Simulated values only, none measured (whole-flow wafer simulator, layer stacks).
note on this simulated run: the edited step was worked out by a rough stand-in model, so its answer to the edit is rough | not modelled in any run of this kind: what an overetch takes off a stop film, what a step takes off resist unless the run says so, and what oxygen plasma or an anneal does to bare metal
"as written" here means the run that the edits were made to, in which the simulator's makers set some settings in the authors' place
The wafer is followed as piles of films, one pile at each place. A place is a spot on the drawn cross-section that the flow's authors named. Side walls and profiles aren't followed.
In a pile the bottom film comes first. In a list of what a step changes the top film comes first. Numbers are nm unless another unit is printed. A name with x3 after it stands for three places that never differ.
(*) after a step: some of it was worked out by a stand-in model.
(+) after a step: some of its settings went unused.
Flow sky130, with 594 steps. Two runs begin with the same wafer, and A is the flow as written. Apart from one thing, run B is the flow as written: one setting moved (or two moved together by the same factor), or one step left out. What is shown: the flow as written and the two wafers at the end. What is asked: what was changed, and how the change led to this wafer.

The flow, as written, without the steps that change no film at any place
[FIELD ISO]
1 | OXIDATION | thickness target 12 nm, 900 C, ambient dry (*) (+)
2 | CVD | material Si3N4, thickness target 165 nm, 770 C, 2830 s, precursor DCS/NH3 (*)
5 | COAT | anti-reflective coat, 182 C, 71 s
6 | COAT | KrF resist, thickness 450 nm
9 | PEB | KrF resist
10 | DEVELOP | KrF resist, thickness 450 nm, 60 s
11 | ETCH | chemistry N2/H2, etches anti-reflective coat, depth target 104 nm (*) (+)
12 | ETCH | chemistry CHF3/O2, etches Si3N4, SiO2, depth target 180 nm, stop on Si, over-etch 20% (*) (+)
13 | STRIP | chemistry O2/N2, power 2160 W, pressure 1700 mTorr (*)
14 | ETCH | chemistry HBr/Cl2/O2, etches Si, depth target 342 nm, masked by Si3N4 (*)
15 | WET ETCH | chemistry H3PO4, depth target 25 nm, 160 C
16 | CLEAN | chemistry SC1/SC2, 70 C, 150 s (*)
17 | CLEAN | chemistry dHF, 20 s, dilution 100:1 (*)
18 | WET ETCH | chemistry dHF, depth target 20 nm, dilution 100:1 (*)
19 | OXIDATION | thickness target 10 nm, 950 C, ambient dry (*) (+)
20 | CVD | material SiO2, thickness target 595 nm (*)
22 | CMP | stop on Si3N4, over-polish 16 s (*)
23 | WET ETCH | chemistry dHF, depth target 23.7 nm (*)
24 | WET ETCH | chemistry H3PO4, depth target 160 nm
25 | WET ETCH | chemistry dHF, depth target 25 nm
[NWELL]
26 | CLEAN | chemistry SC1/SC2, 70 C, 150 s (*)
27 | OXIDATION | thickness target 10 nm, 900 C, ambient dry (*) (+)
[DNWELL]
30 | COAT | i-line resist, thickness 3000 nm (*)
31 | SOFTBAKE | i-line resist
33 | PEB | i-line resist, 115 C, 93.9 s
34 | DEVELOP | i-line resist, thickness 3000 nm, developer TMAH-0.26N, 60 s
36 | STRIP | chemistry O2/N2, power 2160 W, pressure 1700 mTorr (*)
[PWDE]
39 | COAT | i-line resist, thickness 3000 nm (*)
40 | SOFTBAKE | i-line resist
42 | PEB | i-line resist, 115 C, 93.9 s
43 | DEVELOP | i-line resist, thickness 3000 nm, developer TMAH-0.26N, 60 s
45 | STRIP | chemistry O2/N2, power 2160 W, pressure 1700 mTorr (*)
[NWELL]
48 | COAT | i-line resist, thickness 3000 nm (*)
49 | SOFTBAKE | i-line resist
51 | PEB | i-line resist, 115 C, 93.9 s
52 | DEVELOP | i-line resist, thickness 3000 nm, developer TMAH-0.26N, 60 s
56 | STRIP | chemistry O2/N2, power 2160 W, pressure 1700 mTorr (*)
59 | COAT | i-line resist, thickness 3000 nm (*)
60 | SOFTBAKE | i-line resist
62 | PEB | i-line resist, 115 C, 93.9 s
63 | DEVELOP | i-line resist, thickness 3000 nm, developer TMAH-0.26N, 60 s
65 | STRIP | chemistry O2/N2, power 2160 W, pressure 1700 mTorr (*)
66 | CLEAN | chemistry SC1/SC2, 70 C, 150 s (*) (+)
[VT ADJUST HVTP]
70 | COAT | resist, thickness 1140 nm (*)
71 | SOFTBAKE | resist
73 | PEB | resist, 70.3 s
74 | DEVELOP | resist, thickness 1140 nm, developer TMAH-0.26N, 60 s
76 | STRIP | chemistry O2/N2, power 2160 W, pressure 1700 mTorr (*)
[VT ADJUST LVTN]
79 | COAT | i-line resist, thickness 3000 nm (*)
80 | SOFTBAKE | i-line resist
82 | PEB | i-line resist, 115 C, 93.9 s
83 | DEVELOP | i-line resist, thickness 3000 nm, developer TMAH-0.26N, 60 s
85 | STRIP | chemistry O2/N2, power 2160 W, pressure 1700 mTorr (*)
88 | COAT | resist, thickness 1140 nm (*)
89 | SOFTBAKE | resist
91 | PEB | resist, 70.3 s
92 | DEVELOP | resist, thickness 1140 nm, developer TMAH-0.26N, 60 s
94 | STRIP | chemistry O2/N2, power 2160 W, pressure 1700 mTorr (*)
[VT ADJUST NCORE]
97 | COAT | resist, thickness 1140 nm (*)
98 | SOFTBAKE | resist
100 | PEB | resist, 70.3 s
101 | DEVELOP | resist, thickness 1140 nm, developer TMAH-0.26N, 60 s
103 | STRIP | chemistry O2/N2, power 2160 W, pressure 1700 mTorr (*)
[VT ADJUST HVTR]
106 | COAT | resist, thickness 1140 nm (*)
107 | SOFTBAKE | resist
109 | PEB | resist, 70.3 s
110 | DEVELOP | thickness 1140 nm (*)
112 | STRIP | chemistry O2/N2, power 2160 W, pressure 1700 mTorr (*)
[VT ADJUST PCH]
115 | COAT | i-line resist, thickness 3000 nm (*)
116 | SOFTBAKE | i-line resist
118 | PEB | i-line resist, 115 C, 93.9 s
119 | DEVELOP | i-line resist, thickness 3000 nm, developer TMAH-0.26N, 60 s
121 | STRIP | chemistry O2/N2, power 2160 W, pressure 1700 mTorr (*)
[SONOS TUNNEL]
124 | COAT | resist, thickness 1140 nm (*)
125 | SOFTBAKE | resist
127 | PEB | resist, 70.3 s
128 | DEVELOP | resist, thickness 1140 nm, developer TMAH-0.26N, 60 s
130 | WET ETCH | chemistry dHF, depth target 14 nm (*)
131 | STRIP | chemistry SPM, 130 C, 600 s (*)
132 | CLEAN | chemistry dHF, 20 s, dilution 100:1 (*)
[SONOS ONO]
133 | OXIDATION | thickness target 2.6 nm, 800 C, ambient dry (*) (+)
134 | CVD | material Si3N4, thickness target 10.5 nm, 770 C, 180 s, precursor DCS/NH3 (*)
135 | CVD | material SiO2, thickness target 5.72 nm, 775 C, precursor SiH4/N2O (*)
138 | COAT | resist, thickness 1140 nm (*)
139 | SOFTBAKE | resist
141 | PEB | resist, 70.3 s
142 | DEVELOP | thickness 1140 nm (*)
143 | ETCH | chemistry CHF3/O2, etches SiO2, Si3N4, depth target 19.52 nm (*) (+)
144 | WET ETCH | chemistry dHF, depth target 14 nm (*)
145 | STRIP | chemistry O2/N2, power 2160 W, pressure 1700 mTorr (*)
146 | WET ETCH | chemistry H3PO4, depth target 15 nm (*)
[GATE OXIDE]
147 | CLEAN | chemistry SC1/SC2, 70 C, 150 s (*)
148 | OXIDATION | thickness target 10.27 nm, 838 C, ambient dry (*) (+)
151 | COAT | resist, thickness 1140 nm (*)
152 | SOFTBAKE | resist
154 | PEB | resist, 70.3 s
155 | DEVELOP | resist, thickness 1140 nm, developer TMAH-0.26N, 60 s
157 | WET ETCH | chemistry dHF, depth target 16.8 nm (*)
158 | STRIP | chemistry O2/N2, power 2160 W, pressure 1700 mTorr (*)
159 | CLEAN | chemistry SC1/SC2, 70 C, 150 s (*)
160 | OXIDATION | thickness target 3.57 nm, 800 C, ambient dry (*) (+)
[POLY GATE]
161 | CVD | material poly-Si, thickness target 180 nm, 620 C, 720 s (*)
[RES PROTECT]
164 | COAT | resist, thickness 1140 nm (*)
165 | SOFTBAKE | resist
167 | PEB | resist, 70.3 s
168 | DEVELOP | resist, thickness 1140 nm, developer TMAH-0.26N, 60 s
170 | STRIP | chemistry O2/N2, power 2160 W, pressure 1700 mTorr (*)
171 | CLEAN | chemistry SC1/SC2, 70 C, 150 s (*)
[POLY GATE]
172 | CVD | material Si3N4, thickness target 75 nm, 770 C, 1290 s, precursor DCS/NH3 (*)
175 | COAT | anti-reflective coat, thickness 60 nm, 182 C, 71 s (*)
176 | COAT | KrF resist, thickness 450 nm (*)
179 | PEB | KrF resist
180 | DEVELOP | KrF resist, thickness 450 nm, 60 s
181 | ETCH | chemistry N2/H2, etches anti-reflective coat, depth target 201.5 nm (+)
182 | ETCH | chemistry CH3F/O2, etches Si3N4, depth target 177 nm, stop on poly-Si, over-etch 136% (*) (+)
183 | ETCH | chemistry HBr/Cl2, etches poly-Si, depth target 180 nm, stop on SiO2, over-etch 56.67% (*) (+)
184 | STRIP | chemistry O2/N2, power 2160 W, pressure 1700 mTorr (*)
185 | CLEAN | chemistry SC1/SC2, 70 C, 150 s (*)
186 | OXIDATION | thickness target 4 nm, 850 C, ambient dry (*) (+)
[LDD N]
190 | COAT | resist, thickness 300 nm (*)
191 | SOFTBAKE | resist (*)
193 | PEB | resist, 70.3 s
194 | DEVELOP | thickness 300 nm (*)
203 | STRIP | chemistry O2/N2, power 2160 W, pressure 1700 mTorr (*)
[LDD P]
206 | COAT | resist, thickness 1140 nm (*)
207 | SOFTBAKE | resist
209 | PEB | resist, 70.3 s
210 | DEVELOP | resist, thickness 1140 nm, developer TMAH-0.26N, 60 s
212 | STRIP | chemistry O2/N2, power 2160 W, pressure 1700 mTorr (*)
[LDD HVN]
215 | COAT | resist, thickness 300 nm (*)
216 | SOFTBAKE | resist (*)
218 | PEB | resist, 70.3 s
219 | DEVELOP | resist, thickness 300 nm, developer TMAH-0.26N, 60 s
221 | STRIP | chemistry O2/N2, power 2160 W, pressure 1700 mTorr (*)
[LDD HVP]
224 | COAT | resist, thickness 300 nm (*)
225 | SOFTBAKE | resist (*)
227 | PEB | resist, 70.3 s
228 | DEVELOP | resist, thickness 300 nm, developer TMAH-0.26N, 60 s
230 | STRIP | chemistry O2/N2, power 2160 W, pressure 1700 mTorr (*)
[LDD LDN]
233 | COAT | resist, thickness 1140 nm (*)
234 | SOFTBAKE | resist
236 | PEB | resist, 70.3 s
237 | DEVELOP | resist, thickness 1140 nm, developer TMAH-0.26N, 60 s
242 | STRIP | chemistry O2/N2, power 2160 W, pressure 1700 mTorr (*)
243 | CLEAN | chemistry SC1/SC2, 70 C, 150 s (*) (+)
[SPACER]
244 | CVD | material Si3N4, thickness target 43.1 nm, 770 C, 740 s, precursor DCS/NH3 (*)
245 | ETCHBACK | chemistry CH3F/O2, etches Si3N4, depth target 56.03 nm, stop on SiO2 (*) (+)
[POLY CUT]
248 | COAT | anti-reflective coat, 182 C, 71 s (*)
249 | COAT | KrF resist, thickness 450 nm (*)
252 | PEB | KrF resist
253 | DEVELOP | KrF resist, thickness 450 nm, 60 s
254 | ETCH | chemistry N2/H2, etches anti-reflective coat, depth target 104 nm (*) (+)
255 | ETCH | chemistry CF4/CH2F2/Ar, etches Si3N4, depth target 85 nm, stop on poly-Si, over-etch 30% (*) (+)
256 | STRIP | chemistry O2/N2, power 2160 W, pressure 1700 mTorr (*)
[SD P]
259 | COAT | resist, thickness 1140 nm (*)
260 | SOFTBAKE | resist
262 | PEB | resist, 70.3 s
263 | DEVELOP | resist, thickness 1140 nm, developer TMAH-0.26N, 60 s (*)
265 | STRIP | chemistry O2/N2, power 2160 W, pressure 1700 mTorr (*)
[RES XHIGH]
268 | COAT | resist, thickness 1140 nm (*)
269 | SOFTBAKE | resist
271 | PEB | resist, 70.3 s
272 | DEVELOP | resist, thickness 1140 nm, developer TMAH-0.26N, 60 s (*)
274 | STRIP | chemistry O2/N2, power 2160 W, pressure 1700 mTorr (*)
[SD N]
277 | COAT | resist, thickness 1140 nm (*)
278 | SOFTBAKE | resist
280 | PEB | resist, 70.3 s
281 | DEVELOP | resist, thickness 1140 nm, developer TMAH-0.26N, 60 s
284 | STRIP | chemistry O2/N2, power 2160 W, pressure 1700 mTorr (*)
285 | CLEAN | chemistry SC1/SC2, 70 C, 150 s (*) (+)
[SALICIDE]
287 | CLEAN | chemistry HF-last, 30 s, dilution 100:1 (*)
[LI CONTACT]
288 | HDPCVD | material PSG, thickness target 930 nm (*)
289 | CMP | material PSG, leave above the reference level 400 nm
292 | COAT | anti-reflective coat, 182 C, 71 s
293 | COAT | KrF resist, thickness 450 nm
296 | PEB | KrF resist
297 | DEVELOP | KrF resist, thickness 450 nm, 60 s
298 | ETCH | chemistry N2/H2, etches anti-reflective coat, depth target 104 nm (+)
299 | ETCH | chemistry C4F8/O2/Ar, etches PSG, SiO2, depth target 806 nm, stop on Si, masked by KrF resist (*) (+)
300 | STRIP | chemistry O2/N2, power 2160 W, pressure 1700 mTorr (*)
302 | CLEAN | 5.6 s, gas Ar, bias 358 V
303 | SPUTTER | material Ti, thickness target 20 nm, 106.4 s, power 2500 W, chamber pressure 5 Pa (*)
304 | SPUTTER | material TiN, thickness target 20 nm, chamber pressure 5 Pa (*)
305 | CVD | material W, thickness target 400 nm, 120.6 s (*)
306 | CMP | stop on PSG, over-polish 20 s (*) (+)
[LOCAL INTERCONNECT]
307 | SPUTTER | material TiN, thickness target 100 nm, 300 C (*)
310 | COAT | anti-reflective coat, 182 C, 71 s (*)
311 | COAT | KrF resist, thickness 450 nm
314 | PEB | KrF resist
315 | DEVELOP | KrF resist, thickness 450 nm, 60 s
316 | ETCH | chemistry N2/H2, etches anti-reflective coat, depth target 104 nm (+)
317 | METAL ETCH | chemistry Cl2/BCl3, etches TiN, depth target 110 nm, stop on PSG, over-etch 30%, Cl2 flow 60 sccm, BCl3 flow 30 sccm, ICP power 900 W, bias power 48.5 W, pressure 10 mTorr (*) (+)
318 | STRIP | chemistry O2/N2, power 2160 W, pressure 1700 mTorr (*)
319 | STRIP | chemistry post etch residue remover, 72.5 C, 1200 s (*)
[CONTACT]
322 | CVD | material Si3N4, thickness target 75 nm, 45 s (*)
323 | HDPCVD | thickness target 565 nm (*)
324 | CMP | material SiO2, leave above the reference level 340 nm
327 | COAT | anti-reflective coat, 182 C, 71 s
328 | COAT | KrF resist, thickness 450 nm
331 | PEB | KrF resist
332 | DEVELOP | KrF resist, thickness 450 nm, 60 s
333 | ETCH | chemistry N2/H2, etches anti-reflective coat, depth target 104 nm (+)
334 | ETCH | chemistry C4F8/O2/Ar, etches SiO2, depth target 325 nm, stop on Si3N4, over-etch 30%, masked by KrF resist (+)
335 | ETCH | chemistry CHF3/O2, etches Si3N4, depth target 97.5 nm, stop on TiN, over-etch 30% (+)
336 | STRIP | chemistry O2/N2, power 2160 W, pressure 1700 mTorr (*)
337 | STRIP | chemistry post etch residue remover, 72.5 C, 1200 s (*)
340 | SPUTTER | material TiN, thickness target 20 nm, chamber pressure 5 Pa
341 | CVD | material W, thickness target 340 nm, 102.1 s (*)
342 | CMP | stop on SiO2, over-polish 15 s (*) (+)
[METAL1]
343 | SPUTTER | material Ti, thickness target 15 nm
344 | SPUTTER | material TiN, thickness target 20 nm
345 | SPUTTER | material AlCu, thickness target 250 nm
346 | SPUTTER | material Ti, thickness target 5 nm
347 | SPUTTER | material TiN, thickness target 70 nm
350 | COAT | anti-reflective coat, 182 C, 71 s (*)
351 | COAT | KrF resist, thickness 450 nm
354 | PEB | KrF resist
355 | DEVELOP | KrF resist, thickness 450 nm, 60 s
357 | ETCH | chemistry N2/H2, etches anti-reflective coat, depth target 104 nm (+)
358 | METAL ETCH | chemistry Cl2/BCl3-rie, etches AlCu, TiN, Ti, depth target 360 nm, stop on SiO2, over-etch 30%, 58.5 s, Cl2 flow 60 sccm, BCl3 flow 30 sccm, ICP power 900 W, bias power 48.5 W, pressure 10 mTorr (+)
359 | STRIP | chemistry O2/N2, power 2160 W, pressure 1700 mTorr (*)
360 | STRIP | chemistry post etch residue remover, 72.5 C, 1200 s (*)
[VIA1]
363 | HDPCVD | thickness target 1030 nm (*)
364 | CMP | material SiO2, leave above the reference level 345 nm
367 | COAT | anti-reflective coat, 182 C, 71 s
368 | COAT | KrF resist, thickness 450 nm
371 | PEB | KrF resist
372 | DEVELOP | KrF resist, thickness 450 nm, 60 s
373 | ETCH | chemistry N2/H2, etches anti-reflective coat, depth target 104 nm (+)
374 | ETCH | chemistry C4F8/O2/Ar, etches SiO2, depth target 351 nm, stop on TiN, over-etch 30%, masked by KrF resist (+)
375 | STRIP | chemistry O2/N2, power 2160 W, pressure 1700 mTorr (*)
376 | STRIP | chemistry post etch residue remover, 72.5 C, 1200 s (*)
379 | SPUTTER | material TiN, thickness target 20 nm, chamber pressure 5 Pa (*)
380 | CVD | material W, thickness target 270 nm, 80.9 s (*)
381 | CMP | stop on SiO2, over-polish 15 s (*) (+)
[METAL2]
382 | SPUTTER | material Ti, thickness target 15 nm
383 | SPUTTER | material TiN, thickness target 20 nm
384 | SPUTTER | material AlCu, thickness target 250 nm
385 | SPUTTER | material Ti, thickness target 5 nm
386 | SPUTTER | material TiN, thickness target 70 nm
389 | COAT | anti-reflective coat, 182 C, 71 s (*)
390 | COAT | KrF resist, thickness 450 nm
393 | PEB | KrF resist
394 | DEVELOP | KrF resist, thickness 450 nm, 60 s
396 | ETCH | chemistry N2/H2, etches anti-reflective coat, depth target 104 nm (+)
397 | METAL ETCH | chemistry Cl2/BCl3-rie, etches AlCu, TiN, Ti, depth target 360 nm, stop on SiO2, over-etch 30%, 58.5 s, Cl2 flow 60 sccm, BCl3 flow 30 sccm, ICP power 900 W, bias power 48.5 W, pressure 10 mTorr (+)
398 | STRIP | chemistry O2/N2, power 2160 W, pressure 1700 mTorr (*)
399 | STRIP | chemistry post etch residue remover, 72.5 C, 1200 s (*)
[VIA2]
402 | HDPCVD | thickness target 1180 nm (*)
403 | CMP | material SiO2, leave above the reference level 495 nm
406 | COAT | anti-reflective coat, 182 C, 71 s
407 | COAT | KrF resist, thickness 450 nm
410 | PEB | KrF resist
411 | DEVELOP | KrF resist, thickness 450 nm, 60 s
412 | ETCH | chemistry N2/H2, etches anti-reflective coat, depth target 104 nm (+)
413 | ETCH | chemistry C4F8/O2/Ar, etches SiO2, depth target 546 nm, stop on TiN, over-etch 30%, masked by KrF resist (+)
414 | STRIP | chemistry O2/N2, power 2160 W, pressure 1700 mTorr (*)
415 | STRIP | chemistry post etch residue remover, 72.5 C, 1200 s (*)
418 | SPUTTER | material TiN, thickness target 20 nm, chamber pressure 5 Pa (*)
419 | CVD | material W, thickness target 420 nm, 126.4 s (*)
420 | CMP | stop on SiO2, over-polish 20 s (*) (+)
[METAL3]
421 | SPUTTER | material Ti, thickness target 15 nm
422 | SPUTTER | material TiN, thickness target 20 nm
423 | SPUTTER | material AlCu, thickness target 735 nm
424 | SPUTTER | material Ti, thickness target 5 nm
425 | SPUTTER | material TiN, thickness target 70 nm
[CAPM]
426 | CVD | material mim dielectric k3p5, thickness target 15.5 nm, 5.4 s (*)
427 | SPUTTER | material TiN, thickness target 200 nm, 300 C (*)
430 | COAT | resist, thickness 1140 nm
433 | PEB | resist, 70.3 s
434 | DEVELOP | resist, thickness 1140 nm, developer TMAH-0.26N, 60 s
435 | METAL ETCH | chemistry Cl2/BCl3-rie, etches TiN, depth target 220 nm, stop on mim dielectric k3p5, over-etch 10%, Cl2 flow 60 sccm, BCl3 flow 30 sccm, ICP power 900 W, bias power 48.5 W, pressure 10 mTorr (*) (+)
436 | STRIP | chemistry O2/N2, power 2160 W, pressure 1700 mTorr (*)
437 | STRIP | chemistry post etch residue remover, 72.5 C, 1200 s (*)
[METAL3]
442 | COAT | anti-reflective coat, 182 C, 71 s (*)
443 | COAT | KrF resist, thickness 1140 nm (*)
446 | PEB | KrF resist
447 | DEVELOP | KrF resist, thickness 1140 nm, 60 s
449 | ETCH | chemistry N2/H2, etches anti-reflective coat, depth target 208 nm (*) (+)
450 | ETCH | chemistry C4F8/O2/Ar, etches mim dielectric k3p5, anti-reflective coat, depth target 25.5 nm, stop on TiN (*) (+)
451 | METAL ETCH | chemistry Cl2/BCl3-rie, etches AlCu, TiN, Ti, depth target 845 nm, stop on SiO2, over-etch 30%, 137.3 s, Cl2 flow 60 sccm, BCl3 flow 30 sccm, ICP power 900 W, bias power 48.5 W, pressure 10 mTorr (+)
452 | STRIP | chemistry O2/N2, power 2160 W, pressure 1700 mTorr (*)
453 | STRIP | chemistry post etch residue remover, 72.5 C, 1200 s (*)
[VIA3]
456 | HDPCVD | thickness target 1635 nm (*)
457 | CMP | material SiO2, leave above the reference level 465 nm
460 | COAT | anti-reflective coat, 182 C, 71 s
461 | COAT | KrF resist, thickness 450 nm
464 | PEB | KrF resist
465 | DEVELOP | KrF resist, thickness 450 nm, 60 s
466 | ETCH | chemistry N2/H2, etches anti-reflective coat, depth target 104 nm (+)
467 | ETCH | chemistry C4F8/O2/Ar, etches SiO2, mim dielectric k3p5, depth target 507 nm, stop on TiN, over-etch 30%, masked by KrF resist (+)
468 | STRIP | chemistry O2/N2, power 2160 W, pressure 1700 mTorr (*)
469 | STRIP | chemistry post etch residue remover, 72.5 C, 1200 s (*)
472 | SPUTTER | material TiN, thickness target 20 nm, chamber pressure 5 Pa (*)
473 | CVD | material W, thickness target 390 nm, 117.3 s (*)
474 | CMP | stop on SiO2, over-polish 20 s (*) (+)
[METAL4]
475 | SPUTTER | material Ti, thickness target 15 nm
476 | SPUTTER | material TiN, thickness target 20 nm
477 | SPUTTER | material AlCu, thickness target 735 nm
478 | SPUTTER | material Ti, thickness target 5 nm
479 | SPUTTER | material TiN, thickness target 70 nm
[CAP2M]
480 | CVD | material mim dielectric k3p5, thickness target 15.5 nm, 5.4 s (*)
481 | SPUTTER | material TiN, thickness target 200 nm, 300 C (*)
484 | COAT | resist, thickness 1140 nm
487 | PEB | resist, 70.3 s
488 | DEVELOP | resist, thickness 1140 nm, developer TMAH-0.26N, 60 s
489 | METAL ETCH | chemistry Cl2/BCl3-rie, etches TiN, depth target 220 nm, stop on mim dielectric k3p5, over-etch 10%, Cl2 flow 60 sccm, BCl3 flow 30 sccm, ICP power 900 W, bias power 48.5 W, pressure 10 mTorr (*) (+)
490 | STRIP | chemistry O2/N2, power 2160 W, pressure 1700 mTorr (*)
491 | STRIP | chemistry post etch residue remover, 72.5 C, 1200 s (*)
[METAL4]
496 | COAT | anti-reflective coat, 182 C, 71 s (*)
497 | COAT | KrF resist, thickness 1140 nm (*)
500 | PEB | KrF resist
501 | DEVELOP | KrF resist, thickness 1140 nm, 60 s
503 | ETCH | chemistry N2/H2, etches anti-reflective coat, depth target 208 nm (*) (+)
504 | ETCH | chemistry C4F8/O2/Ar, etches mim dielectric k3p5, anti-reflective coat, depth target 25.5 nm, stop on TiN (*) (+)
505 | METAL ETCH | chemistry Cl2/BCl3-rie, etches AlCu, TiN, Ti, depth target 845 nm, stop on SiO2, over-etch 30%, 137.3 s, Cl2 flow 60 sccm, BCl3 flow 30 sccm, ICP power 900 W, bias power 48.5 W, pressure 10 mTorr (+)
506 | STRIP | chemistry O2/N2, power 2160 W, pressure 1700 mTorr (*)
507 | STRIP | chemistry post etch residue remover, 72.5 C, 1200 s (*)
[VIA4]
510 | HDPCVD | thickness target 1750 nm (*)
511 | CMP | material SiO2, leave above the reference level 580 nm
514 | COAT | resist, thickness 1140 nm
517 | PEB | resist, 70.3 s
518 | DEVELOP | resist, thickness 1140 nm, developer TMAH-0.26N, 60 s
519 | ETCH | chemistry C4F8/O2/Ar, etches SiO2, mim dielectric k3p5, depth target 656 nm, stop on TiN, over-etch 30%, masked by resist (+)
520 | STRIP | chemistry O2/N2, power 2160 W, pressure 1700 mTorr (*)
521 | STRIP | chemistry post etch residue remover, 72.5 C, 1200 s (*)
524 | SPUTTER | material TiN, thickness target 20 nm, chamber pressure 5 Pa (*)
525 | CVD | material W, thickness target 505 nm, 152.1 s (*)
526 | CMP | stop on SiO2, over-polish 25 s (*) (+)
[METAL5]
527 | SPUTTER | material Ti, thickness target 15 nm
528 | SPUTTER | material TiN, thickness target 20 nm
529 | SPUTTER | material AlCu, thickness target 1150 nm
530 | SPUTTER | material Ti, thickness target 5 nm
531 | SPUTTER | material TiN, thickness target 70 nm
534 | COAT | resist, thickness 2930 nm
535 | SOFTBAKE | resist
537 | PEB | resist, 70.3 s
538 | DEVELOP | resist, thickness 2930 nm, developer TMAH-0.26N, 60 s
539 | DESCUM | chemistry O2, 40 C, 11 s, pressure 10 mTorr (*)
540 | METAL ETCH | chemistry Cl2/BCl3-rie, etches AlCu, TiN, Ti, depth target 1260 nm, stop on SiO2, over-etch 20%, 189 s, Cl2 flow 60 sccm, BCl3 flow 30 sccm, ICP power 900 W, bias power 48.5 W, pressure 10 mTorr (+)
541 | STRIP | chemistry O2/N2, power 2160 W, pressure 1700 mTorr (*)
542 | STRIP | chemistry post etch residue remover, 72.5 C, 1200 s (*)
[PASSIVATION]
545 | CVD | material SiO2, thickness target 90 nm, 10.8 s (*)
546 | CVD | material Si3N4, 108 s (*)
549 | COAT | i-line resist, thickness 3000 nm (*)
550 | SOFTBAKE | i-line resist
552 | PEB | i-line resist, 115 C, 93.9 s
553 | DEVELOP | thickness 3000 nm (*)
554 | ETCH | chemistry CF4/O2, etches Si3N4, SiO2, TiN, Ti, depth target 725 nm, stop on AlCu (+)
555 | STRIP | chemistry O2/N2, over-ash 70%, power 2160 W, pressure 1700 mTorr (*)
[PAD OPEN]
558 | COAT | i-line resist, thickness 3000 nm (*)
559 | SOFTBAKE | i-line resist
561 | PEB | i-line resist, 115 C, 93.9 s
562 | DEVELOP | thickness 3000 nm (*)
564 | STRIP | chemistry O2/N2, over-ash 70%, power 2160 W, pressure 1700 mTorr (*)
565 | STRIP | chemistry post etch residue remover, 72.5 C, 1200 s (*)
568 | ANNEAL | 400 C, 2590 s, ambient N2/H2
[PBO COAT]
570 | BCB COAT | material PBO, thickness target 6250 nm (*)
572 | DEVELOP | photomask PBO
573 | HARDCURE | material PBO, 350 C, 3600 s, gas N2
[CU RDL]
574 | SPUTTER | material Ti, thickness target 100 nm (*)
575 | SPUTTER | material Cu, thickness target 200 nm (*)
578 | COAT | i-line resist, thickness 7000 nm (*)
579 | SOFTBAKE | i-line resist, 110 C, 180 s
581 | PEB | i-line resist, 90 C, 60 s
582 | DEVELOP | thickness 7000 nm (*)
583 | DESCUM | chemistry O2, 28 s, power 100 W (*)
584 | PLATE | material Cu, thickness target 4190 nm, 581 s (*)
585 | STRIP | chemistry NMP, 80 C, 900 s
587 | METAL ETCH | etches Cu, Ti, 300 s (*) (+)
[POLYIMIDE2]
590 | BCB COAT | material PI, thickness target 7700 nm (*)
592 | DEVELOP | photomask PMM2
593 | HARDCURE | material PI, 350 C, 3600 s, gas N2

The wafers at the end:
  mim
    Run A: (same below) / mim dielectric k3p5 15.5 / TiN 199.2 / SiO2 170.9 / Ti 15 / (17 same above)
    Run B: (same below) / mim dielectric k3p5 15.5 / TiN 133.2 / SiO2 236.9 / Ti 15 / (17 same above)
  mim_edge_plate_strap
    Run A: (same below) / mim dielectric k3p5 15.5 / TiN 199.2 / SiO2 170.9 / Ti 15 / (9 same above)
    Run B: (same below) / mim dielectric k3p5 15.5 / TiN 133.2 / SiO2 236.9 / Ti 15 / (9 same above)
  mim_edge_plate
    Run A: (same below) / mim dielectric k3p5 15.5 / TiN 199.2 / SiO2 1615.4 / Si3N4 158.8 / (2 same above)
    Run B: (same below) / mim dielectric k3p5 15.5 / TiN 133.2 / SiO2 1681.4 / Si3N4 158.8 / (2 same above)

Cause: step 427, SPUTTER: thickness target 134 nm was run, while the flow as written has thickness target 200 nm.

The path from the change to this, step by step:
  427 | SPUTTER | material TiN, thickness target 200 nm, 300 C (*)
      field, active, n_well and 188 more: A +200 TiN (new film) | B +134 TiN (new film)
  435 | METAL ETCH | chemistry Cl2/BCl3-rie, etches TiN, depth target 220 nm, stop on mim dielectric k3p5, over-etch 10%, Cl2 flow 60 sccm, BCl3 flow 30 sccm, ICP power 900 W, bias power 48.5 W, pressure 10 mTorr (*) (+)
      field, active, n_well and 185 more: A -200 TiN (all of it) | B -134 TiN (all of it)
      mim, mim_edge_plate_strap, mim_edge_plate: A -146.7 resist | B -98.3 resist
  436 | STRIP | chemistry O2/N2, power 2160 W, pressure 1700 mTorr (*)
      mim, mim_edge_plate_strap, mim_edge_plate: A -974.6 resist (all of it) | B -1023 resist (all of it)
  442 | COAT | anti-reflective coat, 182 C, 71 s (*)
      poly_licon, rpo_hd_licon: A +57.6 anti-reflective coat (new film) | B +75.3 anti-reflective coat (new film)
      mim: A +40.4 anti-reflective coat (new film) | B +29.7 anti-reflective coat (new film)
      (as well as at 6 more places)
  443 | COAT | KrF resist, thickness 1140 nm (*)
      mim_edge_plate_strap, mim_edge_plate: A +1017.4 KrF resist (new film) | B +1083.4 KrF resist (new film)
      mim: A +1025.5 KrF resist (new film) | B +1082.3 KrF resist (new film)
      (as well as at 1 more place)
  449 | ETCH | chemistry N2/H2, etches anti-reflective coat, depth target 208 nm (*) (+)
      poly_licon, rpo_hd_licon: A -57.6 anti-reflective coat (all of it) | B -75.3 anti-reflective coat (all of it)
      rpo_hd: A -62 anti-reflective coat (all of it) | B -72.7 anti-reflective coat (all of it)
      (as well as at 2 more places)
  452 | STRIP | chemistry O2/N2, power 2160 W, pressure 1700 mTorr (*)
      mim_edge_plate_strap, mim_edge_plate: A -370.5 KrF resist (all of it), -3 anti-reflective coat (all of it) | B -436.4 KrF resist (all of it), -3 anti-reflective coat (all of it)
      mim: A -378.7 KrF resist (all of it), -40.4 anti-reflective coat (all of it) | B -435.3 KrF resist (all of it), -29.7 anti-reflective coat (all of it)
      (as well as at 3 more places)
  457 | CMP | material SiO2, leave above the reference level 465 nm
      mim, mim_edge_plate_strap, mim_edge_plate: A -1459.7 SiO2 | B -1393.7 SiO2
